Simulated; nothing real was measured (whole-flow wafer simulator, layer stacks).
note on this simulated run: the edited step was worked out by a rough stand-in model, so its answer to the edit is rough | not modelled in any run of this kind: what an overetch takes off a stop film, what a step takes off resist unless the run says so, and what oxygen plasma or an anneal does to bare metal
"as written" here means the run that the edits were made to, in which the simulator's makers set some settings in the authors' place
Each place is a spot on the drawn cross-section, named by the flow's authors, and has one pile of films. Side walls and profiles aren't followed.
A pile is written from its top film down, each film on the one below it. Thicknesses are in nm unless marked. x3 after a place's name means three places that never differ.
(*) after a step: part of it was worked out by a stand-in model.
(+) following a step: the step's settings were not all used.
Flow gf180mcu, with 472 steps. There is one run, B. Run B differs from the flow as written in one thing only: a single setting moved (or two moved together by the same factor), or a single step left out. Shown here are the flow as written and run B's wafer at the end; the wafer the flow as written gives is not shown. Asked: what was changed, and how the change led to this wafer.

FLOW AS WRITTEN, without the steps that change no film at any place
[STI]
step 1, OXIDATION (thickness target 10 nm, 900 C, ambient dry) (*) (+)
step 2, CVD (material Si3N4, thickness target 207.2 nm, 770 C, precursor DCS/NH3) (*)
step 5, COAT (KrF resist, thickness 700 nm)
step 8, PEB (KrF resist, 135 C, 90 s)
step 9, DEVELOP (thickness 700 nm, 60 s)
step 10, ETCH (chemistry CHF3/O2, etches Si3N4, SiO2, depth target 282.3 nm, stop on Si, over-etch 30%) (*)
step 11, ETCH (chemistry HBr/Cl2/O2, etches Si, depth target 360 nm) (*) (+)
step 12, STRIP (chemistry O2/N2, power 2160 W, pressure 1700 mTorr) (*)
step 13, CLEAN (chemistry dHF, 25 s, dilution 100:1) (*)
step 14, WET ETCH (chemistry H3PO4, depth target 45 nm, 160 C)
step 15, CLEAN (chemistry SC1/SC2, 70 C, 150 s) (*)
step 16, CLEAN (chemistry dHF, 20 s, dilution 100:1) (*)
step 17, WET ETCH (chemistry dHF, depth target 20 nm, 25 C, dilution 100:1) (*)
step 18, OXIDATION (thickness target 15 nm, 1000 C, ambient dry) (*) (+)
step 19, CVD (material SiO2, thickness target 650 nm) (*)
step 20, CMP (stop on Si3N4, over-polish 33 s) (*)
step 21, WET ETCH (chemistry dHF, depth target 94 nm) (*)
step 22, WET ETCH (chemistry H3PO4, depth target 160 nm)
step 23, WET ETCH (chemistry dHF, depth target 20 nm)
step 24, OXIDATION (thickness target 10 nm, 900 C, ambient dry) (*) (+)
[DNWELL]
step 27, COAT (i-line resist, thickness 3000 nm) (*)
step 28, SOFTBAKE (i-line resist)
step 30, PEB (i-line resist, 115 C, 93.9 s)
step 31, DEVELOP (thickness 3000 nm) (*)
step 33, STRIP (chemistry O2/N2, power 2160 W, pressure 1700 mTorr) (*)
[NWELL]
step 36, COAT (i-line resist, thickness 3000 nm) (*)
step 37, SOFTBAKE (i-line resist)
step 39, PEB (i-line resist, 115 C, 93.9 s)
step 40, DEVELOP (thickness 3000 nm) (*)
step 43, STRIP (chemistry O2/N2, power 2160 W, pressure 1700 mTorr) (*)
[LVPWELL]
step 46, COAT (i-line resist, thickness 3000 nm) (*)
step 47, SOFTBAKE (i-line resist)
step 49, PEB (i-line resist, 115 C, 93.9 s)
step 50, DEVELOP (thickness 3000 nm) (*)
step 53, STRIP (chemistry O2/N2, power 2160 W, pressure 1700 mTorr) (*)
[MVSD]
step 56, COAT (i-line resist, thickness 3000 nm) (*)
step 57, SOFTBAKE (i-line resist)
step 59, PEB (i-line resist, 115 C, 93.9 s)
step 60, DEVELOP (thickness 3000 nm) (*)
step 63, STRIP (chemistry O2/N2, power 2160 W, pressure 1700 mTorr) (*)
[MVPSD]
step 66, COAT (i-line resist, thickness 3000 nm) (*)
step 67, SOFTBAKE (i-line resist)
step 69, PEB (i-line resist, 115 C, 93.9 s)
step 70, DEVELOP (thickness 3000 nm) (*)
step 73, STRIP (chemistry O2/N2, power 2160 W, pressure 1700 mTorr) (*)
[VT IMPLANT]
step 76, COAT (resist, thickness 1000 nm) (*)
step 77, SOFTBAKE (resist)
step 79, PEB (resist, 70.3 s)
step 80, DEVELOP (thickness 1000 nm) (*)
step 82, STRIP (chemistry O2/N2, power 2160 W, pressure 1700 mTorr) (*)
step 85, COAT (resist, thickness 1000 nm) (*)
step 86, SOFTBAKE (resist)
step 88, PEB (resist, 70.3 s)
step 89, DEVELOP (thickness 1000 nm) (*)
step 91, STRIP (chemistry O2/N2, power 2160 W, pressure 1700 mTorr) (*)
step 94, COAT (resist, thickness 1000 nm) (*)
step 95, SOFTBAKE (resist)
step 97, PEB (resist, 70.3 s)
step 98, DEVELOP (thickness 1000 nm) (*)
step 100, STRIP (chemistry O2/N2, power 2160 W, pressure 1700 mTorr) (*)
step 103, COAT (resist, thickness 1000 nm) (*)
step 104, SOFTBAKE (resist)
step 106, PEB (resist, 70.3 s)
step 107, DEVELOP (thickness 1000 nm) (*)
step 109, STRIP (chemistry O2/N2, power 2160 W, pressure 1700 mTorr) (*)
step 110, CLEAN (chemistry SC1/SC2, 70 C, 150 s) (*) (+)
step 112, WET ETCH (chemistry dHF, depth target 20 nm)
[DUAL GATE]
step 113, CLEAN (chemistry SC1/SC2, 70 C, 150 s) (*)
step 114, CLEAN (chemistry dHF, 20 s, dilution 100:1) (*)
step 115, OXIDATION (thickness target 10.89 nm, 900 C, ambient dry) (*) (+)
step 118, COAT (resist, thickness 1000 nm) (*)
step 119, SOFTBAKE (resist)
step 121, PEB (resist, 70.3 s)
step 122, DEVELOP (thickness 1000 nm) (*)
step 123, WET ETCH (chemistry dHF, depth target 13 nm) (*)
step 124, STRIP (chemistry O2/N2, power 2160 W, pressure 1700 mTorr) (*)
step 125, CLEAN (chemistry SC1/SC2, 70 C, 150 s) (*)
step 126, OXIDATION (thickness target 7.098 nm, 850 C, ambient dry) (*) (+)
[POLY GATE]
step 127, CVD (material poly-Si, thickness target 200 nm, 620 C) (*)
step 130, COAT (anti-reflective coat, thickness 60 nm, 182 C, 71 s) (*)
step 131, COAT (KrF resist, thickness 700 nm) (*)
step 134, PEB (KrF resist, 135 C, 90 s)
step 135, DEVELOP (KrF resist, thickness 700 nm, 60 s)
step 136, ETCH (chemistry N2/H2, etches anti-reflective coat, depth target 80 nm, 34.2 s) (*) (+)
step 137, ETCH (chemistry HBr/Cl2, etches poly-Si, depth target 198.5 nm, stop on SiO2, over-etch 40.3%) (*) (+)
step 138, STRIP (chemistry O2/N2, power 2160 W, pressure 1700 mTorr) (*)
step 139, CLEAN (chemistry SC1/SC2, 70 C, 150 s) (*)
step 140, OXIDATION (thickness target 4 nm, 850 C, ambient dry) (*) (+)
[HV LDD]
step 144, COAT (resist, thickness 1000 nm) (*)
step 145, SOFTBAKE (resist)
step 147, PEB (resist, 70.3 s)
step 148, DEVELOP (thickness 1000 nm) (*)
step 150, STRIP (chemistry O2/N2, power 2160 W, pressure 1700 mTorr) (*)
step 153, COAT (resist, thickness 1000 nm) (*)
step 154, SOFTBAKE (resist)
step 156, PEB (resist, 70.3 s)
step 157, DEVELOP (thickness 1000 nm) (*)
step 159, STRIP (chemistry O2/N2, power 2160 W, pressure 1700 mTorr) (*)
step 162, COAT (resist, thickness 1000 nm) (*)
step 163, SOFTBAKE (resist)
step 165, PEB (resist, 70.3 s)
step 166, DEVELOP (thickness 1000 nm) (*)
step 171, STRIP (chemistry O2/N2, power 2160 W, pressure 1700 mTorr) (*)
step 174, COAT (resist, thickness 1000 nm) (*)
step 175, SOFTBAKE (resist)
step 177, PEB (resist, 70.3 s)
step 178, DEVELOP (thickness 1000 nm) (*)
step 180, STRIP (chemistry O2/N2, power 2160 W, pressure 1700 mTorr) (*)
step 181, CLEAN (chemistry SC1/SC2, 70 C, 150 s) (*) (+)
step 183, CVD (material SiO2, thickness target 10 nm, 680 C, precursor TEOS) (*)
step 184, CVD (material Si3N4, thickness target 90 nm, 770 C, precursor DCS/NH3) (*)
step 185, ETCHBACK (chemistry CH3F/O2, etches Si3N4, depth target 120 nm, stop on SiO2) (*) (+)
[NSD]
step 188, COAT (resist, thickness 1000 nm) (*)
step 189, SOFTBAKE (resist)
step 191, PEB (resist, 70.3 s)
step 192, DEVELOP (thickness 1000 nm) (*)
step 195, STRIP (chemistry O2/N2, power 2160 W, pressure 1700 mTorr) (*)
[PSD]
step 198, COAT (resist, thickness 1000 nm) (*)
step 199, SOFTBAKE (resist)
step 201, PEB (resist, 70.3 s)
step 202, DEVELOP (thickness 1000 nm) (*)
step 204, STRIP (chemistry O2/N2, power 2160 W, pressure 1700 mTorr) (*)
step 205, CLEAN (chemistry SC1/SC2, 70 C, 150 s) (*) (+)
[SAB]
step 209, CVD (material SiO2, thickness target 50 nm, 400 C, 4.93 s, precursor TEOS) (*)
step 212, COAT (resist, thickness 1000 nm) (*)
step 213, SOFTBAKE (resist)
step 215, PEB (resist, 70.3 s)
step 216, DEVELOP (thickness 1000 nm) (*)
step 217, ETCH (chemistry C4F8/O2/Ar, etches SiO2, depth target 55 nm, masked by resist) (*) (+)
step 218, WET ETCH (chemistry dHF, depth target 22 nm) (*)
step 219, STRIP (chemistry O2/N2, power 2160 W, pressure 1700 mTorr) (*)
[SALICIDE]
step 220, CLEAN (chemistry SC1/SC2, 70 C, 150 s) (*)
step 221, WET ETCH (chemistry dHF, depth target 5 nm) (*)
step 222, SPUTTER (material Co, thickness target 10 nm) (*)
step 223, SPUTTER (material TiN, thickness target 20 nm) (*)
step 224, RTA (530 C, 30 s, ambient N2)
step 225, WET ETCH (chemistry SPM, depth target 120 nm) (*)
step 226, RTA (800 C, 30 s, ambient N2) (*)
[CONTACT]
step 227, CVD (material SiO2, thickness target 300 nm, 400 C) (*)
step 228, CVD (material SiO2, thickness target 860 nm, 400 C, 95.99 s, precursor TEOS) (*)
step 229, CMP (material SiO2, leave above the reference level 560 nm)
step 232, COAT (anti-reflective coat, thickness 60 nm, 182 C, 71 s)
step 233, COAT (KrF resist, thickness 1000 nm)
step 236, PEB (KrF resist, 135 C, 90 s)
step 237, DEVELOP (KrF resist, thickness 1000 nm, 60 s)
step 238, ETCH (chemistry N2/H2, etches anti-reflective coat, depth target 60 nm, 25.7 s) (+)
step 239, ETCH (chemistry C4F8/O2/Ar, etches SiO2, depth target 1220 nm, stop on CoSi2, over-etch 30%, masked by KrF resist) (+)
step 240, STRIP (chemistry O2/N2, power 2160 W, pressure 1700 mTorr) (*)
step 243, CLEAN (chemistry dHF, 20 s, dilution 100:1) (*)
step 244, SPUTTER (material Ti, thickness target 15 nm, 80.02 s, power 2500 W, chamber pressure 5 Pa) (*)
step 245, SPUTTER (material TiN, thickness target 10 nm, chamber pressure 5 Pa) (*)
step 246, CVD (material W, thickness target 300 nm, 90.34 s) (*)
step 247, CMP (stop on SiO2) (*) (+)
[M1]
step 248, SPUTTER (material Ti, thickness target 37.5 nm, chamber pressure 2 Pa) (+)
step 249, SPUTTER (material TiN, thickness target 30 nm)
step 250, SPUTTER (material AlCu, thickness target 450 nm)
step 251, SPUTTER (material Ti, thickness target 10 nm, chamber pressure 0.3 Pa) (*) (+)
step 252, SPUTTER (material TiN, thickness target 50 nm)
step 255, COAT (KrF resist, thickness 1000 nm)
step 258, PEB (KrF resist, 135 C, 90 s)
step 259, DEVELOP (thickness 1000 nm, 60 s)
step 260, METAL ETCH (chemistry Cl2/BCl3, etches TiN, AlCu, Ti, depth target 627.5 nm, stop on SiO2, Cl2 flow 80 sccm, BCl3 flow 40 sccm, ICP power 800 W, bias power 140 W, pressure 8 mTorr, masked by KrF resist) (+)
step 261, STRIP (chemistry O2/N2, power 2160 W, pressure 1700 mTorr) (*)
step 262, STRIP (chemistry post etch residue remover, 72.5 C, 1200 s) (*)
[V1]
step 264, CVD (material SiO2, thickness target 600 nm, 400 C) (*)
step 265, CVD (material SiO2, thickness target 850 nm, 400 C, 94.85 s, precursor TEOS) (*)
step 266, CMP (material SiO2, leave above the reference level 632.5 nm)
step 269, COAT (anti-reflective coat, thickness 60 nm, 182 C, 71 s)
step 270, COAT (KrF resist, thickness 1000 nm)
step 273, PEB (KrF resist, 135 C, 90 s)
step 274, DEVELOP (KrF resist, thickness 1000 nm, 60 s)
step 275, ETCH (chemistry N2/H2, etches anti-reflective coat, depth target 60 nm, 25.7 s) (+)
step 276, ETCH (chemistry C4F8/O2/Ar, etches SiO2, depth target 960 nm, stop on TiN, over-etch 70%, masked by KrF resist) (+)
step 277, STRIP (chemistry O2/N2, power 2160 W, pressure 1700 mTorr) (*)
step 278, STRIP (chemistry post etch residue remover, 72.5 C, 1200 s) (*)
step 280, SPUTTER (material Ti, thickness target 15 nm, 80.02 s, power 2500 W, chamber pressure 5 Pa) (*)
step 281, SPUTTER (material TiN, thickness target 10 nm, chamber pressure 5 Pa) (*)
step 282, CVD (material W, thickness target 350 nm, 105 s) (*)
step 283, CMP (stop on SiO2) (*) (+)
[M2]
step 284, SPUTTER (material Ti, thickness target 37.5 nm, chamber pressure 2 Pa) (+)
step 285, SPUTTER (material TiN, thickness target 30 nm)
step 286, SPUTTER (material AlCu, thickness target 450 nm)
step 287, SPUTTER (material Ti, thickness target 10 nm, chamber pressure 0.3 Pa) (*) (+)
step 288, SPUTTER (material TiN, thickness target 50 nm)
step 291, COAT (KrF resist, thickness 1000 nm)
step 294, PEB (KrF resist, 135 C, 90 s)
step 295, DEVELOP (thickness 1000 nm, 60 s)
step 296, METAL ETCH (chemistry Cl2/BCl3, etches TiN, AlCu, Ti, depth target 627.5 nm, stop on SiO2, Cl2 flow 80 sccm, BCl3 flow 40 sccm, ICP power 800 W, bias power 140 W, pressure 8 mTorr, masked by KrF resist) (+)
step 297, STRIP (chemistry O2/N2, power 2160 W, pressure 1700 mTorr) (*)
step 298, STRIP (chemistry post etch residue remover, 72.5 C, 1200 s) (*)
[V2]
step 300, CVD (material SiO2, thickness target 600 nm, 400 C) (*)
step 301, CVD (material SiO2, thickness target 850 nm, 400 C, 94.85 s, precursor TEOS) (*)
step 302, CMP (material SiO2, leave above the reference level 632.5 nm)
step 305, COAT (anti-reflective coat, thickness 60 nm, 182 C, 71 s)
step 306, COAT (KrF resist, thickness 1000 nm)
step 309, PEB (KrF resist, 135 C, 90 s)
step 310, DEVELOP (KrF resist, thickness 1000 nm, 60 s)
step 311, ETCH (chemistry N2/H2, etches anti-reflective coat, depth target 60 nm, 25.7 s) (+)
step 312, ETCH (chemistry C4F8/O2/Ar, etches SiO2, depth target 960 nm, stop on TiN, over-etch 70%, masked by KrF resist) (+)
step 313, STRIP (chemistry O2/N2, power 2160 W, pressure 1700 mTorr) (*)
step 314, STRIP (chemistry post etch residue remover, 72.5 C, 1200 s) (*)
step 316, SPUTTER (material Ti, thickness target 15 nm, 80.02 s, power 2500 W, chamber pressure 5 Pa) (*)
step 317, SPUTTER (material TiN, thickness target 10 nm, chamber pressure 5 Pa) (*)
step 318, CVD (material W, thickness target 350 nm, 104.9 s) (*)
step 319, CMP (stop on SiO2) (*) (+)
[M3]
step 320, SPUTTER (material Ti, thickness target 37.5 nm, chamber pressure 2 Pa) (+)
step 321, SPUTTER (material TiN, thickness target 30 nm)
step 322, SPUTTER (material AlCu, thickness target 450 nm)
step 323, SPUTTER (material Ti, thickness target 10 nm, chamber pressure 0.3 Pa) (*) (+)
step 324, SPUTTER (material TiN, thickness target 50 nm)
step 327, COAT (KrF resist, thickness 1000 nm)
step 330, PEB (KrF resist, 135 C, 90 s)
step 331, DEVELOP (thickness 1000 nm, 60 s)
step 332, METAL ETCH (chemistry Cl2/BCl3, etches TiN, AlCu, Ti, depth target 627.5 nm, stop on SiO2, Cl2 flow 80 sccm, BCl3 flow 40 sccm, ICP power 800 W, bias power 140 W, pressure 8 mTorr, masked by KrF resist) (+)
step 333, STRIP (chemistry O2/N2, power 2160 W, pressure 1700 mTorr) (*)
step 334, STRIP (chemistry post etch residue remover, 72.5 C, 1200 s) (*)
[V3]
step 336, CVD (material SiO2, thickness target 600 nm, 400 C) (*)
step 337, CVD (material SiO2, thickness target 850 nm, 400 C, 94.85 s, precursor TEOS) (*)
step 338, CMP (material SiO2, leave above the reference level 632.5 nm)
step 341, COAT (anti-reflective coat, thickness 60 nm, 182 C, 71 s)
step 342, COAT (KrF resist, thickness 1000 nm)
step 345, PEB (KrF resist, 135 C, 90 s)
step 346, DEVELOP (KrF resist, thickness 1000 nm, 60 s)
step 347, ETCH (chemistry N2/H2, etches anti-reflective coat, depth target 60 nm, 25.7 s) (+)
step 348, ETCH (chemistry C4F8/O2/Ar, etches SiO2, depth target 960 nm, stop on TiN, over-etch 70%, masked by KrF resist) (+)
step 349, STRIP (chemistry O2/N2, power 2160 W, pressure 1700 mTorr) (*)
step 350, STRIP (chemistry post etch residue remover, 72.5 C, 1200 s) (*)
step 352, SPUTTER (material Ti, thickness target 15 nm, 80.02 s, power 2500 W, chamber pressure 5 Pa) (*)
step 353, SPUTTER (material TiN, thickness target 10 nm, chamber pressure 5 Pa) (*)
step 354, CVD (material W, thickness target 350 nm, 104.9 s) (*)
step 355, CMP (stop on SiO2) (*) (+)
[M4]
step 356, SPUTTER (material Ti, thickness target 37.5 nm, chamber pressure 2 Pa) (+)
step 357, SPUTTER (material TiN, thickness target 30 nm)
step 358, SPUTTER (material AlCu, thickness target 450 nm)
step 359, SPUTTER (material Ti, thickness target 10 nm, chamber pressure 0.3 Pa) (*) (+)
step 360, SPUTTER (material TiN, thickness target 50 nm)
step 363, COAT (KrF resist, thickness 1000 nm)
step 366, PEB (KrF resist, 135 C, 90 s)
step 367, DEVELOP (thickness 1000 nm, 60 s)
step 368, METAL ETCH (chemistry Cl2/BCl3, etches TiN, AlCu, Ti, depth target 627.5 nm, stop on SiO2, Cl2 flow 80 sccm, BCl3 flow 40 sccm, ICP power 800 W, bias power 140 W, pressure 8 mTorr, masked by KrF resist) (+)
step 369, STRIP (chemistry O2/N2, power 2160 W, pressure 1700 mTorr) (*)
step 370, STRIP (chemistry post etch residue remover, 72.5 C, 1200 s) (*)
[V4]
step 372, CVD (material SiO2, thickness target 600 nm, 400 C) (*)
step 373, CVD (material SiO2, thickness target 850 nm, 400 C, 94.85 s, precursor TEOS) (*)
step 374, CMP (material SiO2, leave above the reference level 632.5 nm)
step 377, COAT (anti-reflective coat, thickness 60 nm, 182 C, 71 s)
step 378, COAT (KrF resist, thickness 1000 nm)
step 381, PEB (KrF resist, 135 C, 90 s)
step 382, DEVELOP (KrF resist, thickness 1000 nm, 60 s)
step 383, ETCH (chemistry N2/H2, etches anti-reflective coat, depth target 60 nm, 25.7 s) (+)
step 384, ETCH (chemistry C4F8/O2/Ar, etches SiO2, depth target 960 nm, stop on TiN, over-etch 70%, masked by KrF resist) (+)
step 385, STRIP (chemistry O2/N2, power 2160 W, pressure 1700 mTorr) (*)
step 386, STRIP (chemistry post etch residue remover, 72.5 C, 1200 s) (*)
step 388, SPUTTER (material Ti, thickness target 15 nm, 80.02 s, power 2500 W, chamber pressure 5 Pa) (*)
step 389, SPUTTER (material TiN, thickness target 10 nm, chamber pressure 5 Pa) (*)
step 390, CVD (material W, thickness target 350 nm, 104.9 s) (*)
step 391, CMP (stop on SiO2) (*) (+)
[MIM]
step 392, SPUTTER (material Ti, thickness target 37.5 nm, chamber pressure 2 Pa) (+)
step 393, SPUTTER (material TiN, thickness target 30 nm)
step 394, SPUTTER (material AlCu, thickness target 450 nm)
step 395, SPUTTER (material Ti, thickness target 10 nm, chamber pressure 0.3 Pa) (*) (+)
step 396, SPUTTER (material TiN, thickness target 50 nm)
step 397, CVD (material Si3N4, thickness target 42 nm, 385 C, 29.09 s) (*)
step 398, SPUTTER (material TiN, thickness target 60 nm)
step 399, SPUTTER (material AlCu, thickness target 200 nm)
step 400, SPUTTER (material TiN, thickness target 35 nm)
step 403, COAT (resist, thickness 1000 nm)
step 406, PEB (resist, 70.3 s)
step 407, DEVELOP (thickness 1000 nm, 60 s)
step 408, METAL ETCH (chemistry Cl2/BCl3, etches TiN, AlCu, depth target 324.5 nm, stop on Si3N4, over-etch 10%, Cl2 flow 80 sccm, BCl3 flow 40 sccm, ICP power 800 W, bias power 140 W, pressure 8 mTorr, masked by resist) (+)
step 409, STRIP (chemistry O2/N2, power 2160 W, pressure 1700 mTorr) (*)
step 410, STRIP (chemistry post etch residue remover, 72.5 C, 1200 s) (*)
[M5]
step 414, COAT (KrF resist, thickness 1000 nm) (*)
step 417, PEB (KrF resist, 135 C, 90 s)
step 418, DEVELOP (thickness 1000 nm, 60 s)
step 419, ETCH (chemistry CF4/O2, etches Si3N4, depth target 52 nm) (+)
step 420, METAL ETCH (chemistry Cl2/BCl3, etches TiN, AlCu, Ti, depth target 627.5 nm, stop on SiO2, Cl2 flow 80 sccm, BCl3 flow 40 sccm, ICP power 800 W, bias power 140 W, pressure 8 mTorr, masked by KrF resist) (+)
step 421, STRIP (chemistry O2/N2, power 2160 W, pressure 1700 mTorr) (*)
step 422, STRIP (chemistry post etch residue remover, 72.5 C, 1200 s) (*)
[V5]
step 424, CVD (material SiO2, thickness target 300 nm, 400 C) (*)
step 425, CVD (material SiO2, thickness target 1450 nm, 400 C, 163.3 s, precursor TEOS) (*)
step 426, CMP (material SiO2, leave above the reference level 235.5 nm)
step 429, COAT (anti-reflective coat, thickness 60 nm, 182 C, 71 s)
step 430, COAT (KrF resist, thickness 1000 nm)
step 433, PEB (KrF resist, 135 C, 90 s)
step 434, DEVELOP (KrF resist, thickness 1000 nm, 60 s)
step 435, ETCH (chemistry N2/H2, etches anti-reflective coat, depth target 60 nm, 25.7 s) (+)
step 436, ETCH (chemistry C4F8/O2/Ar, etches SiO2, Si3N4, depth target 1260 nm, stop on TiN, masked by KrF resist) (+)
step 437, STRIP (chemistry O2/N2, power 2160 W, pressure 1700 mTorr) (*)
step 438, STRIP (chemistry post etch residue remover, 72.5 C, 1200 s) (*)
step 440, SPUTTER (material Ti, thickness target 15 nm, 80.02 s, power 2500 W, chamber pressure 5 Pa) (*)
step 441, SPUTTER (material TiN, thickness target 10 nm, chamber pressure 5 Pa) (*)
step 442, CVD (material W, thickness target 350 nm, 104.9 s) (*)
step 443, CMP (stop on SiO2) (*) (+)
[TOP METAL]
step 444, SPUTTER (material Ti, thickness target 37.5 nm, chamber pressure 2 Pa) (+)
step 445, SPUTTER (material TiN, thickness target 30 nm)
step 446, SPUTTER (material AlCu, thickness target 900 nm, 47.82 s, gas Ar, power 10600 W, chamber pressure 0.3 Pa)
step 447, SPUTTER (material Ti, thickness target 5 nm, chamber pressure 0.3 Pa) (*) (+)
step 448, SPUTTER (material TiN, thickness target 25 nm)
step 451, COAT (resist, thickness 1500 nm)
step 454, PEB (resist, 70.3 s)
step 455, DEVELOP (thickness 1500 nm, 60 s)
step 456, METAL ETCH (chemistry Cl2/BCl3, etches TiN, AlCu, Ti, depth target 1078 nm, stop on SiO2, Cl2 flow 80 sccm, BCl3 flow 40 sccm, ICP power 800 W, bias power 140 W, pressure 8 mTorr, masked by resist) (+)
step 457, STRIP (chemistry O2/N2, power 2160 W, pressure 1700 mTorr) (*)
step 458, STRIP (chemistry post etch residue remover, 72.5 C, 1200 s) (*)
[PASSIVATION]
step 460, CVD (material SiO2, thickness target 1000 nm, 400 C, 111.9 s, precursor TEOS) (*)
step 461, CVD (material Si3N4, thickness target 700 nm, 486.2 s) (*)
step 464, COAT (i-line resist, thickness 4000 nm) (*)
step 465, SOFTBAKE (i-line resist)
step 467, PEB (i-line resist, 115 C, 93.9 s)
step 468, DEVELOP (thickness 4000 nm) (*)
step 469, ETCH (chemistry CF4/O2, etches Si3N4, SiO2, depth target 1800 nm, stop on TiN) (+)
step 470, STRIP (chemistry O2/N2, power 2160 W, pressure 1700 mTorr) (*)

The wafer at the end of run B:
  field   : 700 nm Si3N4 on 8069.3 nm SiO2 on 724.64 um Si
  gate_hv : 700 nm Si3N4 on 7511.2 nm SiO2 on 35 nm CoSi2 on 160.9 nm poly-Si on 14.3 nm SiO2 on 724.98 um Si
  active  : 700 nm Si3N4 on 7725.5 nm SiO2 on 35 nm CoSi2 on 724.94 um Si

What caused this: step 424, CVD: thickness target 142 nm was run, whereas the flow has thickness target 300 nm.

How this came from the change, step by step:
  step 424, CVD (material SiO2, thickness target 300 nm, 400 C) (*)
      field, field__w1, field__w2 and 101 more: +142 SiO2 (in the flow as written it would be: +300 SiO2)
      field__w4, field__w8, contact, m1, m1__w1, mim, mim_1p0, m1_nw: +142 SiO2 (new film) (in the flow as written it would be: +300 SiO2 (new film))
  step 436, ETCH (chemistry C4F8/O2/Ar, etches SiO2, Si3N4, depth target 1260 nm, stop on TiN, masked by KrF resist) (+)
      field, field__w1, field__w2 and 108 more: -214 KrF resist (in the flow as written it would be: -252 KrF resist)
      contact: -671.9 SiO2 (all of it), -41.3 Si3N4 (all of it) (in the flow as written it would be: -829.9 SiO2 (all of it), -41.3 Si3N4 (all of it))
  step 437, STRIP (chemistry O2/N2, power 2160 W, pressure 1700 mTorr) (*)
      field, field__w1, field__w2 and 108 more: -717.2 KrF resist (all of it), -60 anti-reflective coat (all of it) (in the flow as written it would be: -679.2 KrF resist (all of it), -60 anti-reflective coat (all of it))
  step 440, SPUTTER (material Ti, thickness target 15 nm, 80.02 s, power 2500 W, chamber pressure 5 Pa) (*)
      contact: +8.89 Ti (new film) (in the flow as written it would be: +8.12 Ti (new film))
  step 441, SPUTTER (material TiN, thickness target 10 nm, chamber pressure 5 Pa) (*)
      contact: +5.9 TiN (new film) (in the flow as written it would be: +5.38 TiN (new film))
  step 442, CVD (material W, thickness target 350 nm, 104.9 s) (*)
      contact: +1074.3 W (new film) (in the flow as written it would be: +1233.6 W (new film))
